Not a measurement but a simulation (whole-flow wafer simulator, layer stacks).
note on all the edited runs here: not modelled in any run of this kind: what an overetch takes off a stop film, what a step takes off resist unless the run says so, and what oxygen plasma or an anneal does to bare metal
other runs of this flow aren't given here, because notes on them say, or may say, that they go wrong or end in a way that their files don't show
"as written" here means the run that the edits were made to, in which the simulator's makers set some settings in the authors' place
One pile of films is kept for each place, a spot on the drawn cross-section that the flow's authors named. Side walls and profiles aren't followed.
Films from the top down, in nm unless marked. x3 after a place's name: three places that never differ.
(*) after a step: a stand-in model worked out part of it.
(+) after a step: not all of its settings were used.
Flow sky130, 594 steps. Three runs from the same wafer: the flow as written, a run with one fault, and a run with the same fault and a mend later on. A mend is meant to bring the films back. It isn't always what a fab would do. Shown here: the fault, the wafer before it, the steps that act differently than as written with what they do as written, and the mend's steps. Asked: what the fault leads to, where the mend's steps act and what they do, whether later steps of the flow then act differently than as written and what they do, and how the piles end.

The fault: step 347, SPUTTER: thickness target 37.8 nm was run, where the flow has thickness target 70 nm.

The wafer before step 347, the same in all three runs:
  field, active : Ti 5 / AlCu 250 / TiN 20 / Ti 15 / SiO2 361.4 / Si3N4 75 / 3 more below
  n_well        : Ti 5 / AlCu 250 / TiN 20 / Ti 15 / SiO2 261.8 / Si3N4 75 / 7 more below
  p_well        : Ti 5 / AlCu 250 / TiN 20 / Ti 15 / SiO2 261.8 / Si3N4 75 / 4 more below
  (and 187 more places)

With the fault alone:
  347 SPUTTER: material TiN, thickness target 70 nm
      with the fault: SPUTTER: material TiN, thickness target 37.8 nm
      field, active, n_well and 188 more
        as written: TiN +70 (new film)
        with the fault: TiN +37.8 (new film)
  Later steps of the flow that act differently than as written (16 more steps differ only slightly, by at most 2% or 0.5 nm, whichever is larger, and aren't shown):
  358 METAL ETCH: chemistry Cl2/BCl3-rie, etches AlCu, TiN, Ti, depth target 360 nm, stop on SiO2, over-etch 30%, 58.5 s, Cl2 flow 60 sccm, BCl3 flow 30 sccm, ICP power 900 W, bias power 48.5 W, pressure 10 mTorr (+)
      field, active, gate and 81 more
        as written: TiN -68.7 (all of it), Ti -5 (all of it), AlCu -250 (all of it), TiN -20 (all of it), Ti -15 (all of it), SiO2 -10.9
        with the fault: TiN -36.5 (all of it), Ti -5 (all of it), AlCu -250 (all of it), TiN -20 (all of it), Ti -15 (all of it), SiO2 -14.2
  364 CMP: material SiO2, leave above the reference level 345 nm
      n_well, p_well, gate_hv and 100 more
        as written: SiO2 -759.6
        with the fault: SiO2 -727.4
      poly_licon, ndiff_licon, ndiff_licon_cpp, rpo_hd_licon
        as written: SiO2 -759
        with the fault: SiO2 -726.8
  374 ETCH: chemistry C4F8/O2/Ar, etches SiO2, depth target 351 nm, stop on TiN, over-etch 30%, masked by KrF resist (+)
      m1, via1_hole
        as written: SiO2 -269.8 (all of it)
        with the fault: SiO2 -302 (all of it)
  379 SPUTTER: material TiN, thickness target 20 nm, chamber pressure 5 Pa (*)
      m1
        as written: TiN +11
        with the fault: TiN +10.4
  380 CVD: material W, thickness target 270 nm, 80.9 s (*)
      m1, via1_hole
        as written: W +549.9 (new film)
        with the fault: W +582.7 (new film)
  At the end the piles differ from the flow's by more than 2% or 0.5 nm, whichever is larger, at n_well, p_well, gate_hv and 104 more.
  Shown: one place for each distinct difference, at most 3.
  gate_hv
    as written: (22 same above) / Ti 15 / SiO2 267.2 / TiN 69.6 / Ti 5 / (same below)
    with the fault: (22 same above) / Ti 15 / SiO2 299.4 / TiN 37.4 / Ti 5 / (same below)
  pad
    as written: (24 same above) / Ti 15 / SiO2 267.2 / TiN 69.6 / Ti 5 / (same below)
    with the fault: (24 same above) / Ti 15 / SiO2 299.4 / TiN 37.4 / Ti 5 / (same below)
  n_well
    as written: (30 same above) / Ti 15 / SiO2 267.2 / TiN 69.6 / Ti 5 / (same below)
    with the fault: (30 same above) / Ti 15 / SiO2 299.4 / TiN 37.4 / Ti 5 / (same below)

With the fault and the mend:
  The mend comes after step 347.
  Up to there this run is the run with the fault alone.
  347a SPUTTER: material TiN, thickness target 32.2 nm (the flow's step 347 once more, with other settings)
      field, active, n_well and 188 more
        TiN +32.2
  No later step of the flow acts differently than as written, at any place that is followed, by more than 2% or 0.5 nm, whichever is larger.
  At the end the piles are the same as the flow's at every place that both follow.
